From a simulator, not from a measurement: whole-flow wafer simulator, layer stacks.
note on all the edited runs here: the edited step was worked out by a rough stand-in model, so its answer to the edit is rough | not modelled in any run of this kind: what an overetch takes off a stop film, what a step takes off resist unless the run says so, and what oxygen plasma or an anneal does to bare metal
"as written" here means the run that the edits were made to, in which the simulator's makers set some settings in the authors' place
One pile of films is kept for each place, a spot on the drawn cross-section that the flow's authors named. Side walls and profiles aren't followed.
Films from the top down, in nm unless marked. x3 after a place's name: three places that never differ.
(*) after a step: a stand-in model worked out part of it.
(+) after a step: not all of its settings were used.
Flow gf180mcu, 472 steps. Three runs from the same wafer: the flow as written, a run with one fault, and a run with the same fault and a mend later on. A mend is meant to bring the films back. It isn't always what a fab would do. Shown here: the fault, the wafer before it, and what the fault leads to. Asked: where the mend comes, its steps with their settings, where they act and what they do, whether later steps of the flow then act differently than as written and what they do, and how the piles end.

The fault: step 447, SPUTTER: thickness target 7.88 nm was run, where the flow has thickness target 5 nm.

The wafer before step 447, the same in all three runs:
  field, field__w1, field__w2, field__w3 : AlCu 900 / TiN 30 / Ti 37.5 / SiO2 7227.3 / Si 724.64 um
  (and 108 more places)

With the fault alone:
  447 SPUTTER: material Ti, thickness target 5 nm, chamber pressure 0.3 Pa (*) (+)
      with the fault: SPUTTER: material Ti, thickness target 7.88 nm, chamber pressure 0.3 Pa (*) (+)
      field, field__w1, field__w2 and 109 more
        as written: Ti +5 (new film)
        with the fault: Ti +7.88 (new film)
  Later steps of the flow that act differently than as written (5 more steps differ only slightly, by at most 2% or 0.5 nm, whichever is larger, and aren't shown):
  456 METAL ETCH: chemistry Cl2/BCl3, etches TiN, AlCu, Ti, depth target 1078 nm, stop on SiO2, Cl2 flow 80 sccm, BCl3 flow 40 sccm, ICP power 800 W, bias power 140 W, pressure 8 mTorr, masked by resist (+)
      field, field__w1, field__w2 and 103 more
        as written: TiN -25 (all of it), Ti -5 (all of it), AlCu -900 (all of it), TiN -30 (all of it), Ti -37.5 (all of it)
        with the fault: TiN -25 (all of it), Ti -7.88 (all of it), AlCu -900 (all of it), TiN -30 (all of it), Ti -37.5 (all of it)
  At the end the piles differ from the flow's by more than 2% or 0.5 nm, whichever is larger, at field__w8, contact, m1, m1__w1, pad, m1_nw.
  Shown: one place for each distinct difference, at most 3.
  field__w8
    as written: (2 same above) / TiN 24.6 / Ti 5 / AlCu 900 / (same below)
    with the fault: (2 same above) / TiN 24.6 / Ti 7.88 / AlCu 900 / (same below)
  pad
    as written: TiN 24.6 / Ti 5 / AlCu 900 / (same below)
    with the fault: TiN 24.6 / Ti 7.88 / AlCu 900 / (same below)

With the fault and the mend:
  The mend comes after step 447.
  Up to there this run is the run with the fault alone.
  447a METAL ETCH: chemistry Cl2/BCl3, etches TiN, AlCu, Ti, depth target 2.88 nm, Cl2 flow 80 sccm, BCl3 flow 40 sccm, ICP power 800 W, bias power 140 W, pressure 8 mTorr (the flow's step 260 once more, with other settings)
      field, field__w1, field__w2 and 109 more
        Ti -2.88
  No later step of the flow acts differently than as written at any place that is followed.
  At the end the piles are the same as the flow's at every place that both follow.
